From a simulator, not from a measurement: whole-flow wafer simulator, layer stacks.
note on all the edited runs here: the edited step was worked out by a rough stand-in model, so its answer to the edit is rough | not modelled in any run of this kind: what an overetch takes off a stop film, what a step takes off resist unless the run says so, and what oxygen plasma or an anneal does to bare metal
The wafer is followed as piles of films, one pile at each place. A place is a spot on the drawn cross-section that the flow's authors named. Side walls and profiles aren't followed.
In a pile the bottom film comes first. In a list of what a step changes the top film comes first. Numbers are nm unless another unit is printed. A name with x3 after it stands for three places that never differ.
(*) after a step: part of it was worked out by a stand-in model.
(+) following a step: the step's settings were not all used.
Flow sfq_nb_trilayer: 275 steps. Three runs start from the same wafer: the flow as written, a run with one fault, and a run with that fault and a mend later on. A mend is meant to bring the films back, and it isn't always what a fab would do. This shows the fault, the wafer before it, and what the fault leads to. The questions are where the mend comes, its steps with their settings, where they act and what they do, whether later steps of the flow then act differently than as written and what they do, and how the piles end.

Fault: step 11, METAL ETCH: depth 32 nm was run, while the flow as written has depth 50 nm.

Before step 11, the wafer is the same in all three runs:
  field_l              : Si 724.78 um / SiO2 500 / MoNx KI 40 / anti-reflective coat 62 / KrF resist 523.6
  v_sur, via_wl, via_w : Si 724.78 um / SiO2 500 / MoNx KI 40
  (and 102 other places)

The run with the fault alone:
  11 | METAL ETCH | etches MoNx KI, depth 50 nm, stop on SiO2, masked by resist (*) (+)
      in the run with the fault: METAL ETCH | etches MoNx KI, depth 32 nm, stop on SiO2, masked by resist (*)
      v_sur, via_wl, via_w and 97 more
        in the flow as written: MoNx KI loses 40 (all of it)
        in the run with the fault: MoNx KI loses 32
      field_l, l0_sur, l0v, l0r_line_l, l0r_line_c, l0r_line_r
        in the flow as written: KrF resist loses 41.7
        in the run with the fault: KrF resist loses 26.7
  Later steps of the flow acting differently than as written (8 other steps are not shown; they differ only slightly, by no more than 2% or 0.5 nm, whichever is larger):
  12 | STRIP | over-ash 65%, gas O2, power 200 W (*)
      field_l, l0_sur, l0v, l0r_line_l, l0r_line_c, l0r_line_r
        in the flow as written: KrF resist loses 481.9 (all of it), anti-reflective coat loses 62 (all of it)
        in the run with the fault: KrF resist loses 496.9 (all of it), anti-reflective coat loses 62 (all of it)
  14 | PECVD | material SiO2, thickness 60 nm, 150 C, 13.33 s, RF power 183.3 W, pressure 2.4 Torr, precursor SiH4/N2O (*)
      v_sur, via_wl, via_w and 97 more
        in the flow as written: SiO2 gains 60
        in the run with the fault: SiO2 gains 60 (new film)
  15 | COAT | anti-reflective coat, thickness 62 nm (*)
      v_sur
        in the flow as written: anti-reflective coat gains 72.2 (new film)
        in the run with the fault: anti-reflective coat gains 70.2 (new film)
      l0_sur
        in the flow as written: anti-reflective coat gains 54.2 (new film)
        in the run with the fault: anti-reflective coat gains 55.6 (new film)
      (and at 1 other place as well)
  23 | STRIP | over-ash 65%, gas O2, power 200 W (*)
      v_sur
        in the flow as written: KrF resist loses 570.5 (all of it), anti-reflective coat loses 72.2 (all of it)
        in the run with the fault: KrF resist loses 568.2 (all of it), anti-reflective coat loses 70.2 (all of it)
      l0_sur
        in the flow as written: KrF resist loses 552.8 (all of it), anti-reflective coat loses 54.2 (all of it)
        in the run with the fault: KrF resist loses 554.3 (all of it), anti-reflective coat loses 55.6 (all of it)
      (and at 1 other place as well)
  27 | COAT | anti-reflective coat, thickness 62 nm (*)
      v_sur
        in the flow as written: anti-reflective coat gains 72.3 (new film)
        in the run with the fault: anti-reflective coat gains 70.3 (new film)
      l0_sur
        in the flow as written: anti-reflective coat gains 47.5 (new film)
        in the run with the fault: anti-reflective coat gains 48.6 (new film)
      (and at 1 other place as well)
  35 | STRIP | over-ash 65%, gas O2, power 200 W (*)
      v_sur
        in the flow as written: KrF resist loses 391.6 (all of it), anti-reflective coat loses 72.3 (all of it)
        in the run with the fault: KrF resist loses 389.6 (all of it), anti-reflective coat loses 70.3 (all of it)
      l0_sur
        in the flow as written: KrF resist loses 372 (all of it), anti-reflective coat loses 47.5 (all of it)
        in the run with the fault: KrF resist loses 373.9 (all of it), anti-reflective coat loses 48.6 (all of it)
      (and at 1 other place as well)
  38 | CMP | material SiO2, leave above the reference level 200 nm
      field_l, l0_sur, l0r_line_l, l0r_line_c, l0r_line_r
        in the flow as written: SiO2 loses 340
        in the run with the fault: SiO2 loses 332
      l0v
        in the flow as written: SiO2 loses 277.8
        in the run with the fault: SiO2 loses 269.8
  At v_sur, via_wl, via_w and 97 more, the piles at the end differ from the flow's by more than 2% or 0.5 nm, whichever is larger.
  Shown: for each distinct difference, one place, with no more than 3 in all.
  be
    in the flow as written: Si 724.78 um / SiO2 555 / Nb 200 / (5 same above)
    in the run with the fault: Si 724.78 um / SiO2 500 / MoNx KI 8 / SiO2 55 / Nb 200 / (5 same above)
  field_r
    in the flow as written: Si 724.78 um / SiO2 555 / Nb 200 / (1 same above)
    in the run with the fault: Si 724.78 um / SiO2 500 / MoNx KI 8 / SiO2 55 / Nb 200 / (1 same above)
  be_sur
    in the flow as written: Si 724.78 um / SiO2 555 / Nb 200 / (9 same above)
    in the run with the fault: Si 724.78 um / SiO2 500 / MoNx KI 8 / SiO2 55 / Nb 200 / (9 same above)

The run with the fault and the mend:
  After step 11 comes the mend.
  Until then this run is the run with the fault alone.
  11a | METAL ETCH | etches MoNx KI, depth 18 nm, stop on SiO2, masked by resist (+) (a further turn of the flow's step 11, with different settings)
      v_sur, via_wl, via_w and 97 more
        MoNx KI loses 8 (all of it)
      field_l, l0_sur, l0v, l0r_line_l, l0r_line_c, l0r_line_r
        KrF resist loses 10
  None of the later steps of the flow differs from how it acts as written, at any place that is followed, by more than 2% or 0.5 nm, whichever is larger.
  The piles end the same as the flow's at every place that both follow.
